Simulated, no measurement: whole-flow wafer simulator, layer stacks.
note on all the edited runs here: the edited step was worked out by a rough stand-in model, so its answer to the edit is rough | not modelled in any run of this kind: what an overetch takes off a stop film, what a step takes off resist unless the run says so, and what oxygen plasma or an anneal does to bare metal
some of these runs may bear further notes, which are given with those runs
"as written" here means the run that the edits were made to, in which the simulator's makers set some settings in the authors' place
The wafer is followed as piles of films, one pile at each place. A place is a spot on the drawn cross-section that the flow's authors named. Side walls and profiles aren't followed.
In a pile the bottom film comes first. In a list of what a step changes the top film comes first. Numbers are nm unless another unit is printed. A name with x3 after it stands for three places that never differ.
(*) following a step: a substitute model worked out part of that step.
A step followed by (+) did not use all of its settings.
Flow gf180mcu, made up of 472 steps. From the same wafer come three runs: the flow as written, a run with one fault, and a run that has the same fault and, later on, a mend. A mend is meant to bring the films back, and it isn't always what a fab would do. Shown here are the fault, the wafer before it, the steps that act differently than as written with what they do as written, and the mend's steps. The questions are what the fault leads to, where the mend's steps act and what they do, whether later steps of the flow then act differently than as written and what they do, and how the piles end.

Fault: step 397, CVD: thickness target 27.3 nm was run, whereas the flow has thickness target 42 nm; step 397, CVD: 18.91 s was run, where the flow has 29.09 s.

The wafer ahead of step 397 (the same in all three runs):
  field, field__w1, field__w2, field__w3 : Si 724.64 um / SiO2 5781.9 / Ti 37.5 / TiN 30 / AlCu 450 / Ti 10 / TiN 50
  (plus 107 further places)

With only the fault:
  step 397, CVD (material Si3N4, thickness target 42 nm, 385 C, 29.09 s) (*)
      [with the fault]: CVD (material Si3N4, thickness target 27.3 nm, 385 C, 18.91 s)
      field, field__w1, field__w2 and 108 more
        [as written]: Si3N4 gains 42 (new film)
        [with the fault]: Si3N4 gains 27.3 (new film)
  Steps later in the flow that act otherwise than as written (not shown: 6 more steps that differ only slightly, by at most 2% or 0.5 nm, whichever is larger):
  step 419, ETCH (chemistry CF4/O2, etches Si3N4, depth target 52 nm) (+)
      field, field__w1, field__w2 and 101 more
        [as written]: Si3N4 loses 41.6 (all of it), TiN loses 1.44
        [with the fault]: Si3N4 loses 27 (all of it), TiN loses 1.87
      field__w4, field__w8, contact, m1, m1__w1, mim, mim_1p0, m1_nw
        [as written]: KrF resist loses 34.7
        [with the fault]: KrF resist loses 27
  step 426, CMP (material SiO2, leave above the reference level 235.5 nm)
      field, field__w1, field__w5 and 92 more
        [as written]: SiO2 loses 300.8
        [with the fault]: SiO2 loses 315.5
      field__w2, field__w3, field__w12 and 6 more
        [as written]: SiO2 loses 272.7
        [with the fault]: SiO2 loses 288
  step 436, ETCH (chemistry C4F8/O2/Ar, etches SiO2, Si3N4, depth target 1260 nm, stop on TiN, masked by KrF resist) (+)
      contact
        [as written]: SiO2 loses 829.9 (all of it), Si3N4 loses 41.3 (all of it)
        [with the fault]: SiO2 loses 829.9 (all of it), Si3N4 loses 26.6 (all of it)
  By the end, the piles at field__w4, field__w8, m1, m1__w1, mim, mim_1p0, m1_nw depart from the flow's by more than 2% or 0.5 nm, whichever is larger.
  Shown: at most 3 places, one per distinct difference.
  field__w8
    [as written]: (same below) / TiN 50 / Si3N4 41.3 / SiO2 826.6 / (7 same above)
    [with the fault]: (same below) / TiN 50 / Si3N4 26.6 / SiO2 826.6 / (7 same above)
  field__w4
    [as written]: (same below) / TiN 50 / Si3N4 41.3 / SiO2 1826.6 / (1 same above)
    [with the fault]: (same below) / TiN 50 / Si3N4 26.6 / SiO2 1826.6 / (1 same above)
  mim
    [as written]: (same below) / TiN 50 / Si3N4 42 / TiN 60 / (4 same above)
    [with the fault]: (same below) / TiN 50 / Si3N4 27.3 / TiN 60 / (4 same above)

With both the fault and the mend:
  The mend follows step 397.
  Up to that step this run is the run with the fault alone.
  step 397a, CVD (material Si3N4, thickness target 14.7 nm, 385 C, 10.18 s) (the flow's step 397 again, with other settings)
      field, field__w1, field__w2 and 108 more
        Si3N4 gains 14.7
  Later steps of the flow that are run all act as written at every place that is followed, up to a difference of at most 2% or 0.5 nm, whichever is larger.
  At the end the piles are close to the flow's at the places that both follow, differing by at most 2% or 0.5 nm, whichever is larger.
